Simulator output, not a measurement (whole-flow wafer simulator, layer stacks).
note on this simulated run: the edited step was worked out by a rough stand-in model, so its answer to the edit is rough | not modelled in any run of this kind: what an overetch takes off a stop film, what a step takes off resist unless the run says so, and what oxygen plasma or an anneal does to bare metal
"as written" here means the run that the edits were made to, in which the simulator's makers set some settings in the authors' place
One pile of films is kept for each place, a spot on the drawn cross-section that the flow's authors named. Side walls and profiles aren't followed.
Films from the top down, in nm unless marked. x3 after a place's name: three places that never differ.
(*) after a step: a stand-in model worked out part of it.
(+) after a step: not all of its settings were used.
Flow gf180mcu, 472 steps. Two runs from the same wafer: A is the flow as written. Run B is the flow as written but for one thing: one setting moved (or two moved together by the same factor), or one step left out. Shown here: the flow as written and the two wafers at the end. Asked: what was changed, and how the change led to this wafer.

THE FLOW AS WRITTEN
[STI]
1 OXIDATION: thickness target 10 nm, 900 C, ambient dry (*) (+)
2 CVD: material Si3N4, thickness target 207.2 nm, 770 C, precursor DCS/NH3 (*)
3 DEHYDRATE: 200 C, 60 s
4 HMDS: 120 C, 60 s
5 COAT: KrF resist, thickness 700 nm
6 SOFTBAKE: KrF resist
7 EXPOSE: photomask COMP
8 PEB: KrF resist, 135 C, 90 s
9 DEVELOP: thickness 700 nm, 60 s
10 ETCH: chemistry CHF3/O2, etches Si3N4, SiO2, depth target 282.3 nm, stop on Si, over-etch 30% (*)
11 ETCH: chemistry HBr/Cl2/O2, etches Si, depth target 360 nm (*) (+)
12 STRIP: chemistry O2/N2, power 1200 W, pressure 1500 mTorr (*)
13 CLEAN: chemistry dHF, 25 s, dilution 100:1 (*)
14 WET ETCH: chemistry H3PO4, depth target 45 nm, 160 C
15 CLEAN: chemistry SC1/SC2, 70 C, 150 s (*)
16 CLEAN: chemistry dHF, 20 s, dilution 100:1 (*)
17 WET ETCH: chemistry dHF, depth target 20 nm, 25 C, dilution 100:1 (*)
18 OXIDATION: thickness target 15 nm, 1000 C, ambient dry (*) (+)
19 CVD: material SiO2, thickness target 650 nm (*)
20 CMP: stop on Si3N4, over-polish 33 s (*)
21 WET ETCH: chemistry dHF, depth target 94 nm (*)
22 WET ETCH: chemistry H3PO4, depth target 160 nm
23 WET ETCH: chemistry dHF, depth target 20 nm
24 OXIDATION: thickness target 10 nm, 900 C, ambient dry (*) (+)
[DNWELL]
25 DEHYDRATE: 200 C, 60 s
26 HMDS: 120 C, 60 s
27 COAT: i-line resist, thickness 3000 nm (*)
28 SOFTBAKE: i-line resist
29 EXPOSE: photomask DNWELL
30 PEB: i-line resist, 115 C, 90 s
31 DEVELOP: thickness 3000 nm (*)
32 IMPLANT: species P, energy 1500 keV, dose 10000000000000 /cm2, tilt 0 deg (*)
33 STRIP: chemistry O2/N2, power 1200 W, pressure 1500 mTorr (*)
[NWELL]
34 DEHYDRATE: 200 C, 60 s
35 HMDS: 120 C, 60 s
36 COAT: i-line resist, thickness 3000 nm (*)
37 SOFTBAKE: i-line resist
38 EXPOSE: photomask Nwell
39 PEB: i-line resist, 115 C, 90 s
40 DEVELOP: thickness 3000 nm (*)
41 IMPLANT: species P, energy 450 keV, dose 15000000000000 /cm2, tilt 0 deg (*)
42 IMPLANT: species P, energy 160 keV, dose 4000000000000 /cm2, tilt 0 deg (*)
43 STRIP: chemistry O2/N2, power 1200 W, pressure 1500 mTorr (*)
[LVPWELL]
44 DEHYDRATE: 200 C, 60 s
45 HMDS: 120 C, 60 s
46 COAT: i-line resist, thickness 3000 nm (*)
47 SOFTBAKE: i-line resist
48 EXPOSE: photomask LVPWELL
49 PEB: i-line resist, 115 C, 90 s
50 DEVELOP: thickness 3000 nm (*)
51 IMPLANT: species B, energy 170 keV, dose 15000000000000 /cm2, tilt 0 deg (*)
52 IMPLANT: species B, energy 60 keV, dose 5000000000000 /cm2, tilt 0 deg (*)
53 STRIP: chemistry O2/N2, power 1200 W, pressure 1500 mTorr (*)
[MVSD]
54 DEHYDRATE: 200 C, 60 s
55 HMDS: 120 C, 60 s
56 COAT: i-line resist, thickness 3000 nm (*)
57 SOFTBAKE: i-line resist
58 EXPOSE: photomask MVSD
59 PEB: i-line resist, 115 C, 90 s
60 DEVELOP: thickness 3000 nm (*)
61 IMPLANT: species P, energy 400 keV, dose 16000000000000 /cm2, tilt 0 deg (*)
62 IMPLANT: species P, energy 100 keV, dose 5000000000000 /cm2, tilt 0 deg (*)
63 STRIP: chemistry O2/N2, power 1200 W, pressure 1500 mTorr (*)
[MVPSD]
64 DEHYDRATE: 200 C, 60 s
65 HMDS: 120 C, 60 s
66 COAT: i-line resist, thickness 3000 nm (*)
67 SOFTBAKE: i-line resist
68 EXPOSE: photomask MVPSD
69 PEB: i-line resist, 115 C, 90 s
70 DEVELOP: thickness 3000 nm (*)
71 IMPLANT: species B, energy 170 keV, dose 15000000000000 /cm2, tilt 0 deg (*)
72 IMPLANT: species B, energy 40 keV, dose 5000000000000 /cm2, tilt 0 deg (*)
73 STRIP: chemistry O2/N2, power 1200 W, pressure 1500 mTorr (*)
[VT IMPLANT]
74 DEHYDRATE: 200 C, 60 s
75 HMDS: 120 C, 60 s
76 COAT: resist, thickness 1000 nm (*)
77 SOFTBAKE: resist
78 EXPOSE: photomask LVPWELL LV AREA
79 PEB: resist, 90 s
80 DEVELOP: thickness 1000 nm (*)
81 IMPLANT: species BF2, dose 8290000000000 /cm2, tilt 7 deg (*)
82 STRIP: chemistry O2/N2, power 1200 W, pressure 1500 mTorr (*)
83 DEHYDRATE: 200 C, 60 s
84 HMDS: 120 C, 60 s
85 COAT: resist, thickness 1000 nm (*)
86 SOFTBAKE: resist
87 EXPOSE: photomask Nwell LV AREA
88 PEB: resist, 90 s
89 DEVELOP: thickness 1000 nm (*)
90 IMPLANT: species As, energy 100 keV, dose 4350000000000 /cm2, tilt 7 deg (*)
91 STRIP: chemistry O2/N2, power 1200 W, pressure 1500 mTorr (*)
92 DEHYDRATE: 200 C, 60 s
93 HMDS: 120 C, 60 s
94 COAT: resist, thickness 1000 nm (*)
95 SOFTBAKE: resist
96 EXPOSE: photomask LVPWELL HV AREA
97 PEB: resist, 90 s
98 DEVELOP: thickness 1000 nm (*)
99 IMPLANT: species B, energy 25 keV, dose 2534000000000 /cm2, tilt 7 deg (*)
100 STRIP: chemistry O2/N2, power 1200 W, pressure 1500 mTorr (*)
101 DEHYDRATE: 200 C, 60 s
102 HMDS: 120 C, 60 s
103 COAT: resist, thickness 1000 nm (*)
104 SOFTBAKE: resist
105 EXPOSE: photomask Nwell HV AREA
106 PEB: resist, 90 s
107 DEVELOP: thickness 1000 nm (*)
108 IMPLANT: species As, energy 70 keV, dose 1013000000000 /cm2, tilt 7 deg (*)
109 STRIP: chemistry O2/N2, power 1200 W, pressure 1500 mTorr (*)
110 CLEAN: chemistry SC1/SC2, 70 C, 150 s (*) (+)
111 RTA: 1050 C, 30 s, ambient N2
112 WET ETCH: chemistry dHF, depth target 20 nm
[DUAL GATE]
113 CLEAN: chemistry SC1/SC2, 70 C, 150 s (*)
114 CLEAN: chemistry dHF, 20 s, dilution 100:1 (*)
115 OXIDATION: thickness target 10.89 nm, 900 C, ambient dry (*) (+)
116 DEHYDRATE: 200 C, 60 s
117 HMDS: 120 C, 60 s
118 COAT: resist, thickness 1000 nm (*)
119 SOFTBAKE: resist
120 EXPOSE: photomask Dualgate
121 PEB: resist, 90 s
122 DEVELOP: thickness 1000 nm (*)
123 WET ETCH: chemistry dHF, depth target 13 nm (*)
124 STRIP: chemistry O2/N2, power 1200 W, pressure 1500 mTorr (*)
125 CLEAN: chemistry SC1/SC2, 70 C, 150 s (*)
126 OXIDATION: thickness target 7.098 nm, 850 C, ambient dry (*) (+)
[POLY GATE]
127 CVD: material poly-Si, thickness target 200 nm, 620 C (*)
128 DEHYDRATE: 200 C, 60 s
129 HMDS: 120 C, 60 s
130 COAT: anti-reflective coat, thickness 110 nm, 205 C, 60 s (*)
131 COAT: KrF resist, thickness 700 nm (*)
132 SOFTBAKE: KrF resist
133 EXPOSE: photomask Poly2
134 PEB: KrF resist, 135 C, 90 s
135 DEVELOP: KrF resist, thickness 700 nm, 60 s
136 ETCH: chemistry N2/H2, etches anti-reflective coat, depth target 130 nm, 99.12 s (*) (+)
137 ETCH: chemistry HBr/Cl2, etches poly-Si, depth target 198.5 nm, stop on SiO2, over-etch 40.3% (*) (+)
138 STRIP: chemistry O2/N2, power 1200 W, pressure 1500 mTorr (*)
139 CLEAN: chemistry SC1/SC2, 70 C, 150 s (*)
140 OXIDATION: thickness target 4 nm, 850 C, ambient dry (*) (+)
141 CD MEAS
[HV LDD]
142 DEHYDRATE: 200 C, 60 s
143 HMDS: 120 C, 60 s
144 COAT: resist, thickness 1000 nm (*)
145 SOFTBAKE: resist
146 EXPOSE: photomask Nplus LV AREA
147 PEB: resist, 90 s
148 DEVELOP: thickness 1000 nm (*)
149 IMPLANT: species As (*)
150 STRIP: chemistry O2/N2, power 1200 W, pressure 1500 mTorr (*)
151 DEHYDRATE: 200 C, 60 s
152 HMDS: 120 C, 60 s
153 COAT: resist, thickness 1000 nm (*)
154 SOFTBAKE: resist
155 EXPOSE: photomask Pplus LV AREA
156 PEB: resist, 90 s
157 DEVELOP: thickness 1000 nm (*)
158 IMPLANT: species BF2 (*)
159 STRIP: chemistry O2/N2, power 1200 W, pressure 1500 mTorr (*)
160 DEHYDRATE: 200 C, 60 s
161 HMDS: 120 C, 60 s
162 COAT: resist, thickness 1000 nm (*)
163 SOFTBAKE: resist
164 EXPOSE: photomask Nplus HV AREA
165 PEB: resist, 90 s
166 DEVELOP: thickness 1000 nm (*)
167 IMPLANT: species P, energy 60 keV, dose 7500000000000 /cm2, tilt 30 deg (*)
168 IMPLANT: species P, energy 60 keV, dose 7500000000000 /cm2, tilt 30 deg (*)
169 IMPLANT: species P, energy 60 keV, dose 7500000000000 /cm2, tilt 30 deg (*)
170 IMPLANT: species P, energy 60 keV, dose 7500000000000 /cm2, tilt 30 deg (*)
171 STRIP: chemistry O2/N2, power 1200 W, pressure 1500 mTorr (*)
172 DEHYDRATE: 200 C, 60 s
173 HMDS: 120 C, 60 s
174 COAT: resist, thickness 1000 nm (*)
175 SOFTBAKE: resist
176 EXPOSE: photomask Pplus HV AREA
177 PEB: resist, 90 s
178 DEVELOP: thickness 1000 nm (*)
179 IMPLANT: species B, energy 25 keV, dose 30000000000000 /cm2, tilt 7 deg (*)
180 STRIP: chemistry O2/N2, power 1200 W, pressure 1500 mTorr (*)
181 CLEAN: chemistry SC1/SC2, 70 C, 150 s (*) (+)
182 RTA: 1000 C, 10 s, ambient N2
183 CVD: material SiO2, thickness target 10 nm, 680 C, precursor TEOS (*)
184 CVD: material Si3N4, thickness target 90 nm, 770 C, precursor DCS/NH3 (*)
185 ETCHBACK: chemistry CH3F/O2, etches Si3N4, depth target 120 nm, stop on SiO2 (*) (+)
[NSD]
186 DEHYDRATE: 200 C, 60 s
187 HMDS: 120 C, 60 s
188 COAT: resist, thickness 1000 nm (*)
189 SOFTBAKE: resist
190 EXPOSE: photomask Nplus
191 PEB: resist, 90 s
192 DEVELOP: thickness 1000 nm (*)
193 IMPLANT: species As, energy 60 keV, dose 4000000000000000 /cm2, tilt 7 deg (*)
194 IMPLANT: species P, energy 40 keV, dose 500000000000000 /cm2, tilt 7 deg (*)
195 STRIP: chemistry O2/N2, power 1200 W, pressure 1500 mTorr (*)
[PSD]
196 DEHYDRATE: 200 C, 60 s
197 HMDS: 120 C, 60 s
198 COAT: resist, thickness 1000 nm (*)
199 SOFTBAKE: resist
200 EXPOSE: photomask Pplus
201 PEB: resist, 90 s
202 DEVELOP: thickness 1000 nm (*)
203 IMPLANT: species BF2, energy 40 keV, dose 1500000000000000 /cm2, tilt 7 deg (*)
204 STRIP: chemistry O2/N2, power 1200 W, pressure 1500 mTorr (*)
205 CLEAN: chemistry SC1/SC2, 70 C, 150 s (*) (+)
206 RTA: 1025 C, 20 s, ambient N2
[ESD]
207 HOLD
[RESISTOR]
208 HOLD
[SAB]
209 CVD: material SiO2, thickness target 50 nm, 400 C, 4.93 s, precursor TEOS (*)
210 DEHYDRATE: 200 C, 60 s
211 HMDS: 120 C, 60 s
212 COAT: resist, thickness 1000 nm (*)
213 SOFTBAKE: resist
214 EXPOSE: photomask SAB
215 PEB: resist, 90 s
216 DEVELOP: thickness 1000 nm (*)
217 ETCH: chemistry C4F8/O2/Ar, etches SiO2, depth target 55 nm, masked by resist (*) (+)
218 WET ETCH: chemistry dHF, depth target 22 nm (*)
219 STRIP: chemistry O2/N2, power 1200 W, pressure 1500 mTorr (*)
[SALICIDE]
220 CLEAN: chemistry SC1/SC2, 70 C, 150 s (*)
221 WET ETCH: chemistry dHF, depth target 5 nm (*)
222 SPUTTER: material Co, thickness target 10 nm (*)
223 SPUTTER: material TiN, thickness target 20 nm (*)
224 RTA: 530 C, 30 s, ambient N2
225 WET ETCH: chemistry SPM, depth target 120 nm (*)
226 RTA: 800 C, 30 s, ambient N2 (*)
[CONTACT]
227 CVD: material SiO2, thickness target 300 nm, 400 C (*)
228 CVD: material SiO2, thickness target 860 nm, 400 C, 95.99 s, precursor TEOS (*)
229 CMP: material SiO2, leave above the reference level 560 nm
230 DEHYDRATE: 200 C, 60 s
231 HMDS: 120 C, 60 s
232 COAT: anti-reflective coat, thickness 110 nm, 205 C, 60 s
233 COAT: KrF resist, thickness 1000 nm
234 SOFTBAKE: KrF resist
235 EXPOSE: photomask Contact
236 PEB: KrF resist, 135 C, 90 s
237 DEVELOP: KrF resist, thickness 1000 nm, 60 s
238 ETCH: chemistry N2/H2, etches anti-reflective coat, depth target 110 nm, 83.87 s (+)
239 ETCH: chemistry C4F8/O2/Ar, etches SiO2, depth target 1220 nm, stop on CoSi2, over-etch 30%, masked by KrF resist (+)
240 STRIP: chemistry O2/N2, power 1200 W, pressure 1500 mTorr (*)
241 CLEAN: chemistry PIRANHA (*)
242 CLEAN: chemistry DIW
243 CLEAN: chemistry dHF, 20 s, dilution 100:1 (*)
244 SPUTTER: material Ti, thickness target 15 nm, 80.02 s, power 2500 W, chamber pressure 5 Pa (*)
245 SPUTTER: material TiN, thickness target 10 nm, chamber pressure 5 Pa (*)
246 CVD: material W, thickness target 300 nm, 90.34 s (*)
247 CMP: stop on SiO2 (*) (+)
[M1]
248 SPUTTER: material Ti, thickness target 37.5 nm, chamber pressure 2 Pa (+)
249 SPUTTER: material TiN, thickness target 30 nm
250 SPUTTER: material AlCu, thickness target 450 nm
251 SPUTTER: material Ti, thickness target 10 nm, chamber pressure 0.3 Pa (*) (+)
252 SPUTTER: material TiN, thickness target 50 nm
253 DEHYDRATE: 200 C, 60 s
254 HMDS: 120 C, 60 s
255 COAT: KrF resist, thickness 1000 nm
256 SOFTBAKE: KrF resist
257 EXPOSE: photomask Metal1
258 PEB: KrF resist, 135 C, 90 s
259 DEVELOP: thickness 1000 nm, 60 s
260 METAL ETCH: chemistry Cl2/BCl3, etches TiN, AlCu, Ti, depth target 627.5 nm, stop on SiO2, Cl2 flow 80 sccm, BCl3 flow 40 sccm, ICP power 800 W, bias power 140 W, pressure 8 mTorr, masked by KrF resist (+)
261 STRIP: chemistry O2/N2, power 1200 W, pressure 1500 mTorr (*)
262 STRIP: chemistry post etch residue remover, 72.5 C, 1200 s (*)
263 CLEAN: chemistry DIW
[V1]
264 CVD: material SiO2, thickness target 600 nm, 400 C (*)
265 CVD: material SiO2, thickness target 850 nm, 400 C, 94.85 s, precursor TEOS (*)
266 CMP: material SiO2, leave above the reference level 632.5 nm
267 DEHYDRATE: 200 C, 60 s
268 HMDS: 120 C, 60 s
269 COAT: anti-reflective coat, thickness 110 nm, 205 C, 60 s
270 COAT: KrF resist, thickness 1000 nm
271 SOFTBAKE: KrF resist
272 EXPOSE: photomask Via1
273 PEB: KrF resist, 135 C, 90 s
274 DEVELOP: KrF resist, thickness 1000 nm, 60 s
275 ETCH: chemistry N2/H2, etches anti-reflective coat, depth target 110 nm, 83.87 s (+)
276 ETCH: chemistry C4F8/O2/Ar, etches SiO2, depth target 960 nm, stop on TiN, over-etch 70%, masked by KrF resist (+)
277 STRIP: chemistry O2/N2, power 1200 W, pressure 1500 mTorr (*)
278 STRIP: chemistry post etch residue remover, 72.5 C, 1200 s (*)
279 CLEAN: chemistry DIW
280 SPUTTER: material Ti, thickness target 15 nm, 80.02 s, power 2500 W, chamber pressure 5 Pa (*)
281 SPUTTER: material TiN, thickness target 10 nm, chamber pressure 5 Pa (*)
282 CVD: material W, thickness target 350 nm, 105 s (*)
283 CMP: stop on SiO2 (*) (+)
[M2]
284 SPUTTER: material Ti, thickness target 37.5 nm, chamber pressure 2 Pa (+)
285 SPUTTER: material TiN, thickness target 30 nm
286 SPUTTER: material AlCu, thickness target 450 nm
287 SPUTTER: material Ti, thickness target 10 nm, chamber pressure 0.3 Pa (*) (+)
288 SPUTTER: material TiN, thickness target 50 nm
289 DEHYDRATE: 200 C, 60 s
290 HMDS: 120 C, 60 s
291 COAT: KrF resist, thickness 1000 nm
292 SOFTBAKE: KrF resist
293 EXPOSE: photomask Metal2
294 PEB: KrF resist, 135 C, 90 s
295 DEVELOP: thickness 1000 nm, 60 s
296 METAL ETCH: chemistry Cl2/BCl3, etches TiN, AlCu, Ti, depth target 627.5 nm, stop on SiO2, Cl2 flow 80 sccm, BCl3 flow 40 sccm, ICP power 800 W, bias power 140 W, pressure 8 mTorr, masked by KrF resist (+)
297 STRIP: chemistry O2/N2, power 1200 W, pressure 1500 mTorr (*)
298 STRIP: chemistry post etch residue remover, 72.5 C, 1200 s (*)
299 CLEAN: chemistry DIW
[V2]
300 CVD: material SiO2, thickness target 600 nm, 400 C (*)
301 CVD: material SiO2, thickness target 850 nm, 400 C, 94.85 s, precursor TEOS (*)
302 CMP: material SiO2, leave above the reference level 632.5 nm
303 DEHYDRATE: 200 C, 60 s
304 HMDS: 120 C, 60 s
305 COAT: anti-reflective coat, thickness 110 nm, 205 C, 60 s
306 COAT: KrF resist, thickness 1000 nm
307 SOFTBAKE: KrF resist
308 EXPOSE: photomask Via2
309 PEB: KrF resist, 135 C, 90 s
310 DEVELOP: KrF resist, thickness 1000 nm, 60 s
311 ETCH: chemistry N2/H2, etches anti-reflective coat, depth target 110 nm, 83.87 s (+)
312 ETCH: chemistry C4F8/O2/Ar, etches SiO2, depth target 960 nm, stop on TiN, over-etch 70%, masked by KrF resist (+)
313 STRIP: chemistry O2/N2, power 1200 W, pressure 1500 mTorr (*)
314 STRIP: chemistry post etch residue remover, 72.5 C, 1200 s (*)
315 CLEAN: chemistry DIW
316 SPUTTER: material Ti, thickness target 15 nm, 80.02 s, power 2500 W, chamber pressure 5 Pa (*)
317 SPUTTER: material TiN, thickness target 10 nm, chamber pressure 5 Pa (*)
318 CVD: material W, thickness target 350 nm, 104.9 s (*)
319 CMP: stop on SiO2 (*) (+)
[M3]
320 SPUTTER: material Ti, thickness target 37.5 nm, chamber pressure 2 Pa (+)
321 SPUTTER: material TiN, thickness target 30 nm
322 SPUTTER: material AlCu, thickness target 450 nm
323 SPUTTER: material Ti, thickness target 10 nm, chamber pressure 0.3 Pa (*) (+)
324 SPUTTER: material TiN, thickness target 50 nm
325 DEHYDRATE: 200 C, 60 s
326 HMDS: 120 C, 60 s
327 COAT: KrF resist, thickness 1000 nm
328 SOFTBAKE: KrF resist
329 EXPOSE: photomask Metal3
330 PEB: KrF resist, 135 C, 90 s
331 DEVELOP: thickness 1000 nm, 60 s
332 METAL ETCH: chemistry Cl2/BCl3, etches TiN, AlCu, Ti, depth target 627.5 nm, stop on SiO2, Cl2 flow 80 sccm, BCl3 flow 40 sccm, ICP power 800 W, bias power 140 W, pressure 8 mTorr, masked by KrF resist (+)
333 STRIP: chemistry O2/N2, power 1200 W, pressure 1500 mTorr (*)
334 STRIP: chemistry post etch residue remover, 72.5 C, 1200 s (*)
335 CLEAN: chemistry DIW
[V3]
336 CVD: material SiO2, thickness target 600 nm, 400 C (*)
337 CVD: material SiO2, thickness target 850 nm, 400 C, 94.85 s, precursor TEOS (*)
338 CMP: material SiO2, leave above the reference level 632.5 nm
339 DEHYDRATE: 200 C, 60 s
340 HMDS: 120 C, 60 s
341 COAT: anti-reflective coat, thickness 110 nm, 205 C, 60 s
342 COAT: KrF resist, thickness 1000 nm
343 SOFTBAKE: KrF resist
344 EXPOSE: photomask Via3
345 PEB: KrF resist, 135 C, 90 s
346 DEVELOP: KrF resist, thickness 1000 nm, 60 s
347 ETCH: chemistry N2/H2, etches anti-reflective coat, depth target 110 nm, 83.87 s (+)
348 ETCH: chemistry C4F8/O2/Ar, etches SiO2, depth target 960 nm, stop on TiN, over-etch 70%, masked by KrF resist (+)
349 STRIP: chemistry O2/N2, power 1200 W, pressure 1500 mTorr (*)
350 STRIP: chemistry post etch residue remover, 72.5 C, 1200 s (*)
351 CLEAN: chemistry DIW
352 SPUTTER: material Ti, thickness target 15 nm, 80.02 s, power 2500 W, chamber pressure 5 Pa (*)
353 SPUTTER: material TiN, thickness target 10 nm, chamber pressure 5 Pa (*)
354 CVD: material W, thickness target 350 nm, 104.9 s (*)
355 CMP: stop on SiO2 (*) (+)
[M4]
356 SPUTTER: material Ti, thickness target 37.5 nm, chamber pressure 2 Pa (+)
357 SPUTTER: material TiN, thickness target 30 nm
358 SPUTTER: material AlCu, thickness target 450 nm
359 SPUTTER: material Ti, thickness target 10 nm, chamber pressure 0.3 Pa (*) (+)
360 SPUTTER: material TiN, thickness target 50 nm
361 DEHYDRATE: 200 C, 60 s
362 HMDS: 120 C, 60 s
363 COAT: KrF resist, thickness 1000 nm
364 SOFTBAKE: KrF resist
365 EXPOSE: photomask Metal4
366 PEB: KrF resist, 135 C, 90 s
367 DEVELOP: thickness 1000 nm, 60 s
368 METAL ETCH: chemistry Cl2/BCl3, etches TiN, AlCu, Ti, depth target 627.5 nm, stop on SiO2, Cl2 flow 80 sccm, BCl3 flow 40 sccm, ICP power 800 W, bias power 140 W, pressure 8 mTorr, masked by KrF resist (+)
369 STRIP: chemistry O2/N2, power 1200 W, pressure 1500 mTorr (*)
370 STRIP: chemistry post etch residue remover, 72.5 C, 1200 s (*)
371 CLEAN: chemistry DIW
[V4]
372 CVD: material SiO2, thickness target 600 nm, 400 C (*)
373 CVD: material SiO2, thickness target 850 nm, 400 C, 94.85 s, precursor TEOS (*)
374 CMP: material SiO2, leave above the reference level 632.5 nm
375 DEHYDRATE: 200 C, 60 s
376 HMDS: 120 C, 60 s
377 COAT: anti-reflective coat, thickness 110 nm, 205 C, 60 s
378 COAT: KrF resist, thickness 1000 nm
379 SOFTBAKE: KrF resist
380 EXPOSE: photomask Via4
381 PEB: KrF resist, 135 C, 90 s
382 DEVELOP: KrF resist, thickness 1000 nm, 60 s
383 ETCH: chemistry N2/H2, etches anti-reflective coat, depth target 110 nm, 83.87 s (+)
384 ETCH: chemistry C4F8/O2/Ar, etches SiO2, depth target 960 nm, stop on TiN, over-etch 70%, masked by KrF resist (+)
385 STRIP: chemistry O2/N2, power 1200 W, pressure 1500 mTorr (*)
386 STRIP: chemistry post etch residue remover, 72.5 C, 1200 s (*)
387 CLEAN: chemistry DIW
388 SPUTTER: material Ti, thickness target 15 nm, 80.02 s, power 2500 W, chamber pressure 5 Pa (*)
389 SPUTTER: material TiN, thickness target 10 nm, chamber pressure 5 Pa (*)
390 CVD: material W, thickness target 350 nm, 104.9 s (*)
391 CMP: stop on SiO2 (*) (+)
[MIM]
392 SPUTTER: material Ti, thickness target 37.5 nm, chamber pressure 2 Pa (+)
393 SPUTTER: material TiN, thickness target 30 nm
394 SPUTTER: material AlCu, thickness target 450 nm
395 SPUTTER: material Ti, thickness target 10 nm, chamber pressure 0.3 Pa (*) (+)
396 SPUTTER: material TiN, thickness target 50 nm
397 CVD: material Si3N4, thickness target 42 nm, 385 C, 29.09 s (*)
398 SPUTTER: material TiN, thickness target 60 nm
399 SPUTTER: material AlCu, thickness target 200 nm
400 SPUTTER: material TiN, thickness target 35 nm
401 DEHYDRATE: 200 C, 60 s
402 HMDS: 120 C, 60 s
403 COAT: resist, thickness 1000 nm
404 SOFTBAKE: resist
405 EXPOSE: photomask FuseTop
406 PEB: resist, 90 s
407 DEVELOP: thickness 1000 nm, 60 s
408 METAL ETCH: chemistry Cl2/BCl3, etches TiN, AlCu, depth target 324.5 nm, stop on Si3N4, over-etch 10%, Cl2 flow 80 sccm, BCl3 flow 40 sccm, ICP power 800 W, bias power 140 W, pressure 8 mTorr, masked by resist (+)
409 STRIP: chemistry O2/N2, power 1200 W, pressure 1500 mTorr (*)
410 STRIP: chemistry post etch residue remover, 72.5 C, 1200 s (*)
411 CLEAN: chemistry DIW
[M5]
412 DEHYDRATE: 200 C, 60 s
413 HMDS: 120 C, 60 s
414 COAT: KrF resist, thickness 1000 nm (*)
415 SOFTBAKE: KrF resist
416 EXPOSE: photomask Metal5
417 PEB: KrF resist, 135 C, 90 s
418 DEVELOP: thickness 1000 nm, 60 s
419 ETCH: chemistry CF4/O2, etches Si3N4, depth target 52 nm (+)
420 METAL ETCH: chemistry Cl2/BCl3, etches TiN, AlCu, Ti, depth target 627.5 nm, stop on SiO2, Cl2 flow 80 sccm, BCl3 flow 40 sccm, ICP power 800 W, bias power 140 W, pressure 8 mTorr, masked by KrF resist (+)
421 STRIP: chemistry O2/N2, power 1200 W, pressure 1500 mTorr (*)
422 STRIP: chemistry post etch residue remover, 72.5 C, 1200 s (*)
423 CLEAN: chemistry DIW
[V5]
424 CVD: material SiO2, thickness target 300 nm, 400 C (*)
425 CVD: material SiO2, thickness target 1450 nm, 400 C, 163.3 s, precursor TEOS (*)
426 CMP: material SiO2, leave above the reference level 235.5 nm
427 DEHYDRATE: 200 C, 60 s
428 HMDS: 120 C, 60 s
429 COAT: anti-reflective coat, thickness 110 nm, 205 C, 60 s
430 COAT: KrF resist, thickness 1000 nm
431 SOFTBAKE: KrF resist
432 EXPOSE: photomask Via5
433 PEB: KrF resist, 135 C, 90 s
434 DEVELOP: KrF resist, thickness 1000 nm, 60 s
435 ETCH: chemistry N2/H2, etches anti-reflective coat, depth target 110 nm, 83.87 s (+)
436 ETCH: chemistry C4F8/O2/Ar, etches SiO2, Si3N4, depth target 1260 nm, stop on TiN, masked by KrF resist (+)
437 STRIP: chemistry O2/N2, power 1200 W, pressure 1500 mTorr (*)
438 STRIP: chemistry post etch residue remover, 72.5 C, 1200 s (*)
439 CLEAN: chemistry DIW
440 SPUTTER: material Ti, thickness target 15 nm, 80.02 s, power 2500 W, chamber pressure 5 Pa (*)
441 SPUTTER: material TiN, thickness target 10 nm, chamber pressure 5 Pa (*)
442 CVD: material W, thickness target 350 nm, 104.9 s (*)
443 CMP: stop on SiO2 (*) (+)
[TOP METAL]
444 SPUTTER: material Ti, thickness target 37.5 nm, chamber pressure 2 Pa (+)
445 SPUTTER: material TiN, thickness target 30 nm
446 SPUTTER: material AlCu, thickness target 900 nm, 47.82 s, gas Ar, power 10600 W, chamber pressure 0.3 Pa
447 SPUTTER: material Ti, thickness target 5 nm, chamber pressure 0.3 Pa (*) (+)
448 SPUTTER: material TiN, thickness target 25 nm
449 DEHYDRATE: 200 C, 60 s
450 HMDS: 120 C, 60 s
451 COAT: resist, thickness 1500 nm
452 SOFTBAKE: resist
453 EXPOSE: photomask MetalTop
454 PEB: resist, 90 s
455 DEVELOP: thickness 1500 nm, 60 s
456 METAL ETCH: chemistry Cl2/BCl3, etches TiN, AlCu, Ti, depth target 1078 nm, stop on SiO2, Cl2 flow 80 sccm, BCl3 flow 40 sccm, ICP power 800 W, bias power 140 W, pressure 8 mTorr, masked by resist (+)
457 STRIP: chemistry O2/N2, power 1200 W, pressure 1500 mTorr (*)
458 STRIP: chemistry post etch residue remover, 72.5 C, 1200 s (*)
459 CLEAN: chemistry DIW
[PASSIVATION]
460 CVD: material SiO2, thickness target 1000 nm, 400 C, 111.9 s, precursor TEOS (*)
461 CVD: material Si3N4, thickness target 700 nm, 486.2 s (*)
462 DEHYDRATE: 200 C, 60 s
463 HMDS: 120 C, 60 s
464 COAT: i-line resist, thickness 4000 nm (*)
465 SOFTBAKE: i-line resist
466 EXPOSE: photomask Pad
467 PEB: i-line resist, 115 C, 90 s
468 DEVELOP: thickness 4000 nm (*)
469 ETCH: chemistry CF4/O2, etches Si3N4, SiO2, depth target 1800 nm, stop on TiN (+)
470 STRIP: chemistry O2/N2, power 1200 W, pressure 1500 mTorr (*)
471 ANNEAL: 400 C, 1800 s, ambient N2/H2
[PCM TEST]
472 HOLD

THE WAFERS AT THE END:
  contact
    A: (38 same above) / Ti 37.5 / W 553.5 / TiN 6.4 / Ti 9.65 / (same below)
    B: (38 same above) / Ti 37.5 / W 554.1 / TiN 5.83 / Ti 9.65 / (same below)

The cause: step 281, SPUTTER: chamber pressure 3.2 Pa was run, where the flow has chamber pressure 5 Pa.

How the change led to this, step by step:
  281 SPUTTER: material TiN, thickness target 10 nm, chamber pressure 5 Pa (*)
      contact: A TiN +6.4 (new film) | B TiN +5.83 (new film)
